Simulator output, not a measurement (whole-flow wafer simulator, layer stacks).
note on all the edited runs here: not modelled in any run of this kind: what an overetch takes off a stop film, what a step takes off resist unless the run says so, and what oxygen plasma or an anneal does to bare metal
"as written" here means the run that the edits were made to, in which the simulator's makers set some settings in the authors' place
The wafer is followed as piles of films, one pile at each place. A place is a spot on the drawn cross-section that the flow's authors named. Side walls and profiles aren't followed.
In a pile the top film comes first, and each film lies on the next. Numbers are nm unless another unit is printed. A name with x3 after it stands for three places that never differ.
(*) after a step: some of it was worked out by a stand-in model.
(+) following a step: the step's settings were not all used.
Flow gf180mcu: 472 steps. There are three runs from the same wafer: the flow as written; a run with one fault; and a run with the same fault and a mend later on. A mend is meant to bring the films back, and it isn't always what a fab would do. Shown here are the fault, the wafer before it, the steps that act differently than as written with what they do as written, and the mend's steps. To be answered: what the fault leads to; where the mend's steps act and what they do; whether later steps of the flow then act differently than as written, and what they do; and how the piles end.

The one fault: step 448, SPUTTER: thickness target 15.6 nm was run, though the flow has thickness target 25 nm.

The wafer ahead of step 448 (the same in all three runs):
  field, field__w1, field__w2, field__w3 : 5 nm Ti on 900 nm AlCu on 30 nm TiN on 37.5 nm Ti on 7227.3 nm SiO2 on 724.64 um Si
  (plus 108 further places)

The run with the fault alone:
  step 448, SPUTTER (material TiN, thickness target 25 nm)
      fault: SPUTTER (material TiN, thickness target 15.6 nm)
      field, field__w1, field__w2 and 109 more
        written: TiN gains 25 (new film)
        fault: TiN gains 15.6 (new film)
  Steps later in the flow that act otherwise than as written (5 more steps, not shown, differ only slightly: by at most 2% or 0.5 nm, whichever is larger):
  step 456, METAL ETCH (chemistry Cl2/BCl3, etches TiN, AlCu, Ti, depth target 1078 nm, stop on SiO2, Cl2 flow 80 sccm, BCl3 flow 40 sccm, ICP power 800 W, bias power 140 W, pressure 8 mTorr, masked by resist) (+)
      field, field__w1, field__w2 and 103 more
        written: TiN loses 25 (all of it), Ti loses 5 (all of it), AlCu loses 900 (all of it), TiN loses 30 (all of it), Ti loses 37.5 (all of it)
        fault: TiN loses 15.6 (all of it), Ti loses 5 (all of it), AlCu loses 900 (all of it), TiN loses 30 (all of it), Ti loses 37.5 (all of it)
  At field__w8, contact, m1, m1__w1, pad, m1_nw, the piles at the end differ from the flow's by more than 2% or 0.5 nm, whichever is larger.
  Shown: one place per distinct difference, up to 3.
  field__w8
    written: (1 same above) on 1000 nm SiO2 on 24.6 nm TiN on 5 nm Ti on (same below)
    fault: (1 same above) on 1000 nm SiO2 on 15.2 nm TiN on 5 nm Ti on (same below)
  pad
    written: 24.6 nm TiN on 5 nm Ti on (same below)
    fault: 15.2 nm TiN on 5 nm Ti on (same below)

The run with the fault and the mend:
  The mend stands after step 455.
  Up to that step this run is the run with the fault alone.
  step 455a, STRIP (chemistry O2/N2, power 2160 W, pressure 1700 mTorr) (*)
      field__w8, contact, m1, m1__w1, pad, m1_nw
        resist loses 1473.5 (all of it)
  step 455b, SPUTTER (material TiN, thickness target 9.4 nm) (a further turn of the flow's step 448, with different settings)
      field, field__w1, field__w2 and 109 more
        TiN gains 9.4
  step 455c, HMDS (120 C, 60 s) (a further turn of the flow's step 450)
      does not change any film at any place that is followed
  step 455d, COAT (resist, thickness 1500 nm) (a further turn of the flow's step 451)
      field, field__w1, field__w2 and 109 more
        resist gains 1500 (new film)
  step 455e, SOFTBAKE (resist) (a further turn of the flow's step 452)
      does not change any film at any place that is followed
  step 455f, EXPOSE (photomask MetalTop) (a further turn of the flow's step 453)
      does not change any film at any place that is followed
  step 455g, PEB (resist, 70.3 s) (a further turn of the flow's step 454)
      field, field__w1, field__w2 and 109 more
        resist loses 26.5
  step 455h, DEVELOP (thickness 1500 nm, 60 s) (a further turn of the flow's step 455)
      field, field__w1, field__w2 and 103 more
        resist loses 1473.5 (all of it)
  None of the later steps of the flow acts differently than as written at any place that is followed.
  At every place that both follow, the piles at the end match the flow's.
